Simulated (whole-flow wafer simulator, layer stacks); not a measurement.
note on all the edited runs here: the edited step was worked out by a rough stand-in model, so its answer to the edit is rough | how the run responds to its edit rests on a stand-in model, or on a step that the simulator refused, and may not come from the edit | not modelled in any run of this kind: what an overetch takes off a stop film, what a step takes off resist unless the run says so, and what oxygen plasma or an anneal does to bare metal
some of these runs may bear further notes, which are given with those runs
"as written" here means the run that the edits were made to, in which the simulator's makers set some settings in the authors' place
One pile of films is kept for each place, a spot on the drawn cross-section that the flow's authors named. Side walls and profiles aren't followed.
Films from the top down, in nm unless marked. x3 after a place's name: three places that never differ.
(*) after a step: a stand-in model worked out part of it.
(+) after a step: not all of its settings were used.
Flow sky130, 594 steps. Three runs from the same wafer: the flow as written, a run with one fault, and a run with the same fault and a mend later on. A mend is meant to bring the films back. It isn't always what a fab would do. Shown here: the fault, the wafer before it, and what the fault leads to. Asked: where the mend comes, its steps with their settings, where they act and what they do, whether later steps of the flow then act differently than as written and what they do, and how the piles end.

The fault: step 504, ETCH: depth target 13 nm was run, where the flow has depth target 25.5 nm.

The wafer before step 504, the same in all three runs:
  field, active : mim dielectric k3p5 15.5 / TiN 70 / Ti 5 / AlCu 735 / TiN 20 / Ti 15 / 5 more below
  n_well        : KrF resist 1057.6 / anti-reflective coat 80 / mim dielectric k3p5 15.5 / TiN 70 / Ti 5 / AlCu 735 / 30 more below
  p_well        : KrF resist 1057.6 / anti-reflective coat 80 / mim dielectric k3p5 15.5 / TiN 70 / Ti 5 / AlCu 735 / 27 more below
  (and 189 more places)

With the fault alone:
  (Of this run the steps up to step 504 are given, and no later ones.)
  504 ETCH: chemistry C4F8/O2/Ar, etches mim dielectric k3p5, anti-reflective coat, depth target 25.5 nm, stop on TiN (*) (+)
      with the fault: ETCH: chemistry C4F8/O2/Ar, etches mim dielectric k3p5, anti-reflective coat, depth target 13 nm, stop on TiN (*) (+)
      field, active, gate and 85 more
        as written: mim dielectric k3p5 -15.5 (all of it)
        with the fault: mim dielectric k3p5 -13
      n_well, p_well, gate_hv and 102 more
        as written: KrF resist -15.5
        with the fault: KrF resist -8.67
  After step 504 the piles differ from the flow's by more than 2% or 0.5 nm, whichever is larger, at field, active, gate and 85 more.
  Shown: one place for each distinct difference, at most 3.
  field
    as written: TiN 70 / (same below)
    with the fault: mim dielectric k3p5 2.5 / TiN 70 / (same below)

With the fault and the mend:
  The mend comes after step 504.
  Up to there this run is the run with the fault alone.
  504a ETCH: chemistry C4F8/O2/Ar, etches mim dielectric k3p5, anti-reflective coat, depth target 12.5 nm, stop on TiN (*) (+) (the flow's step 504 once more, with other settings)
      n_well, p_well, gate_hv and 102 more
        KrF resist -2.5
      field, active, gate and 85 more
        mim dielectric k3p5 -2.5 (all of it)
  No later step of the flow acts differently than as written, at any place that is followed, by more than 2% or 0.5 nm, whichever is larger.
  At the end the piles are the same as the flow's at every place that both follow.
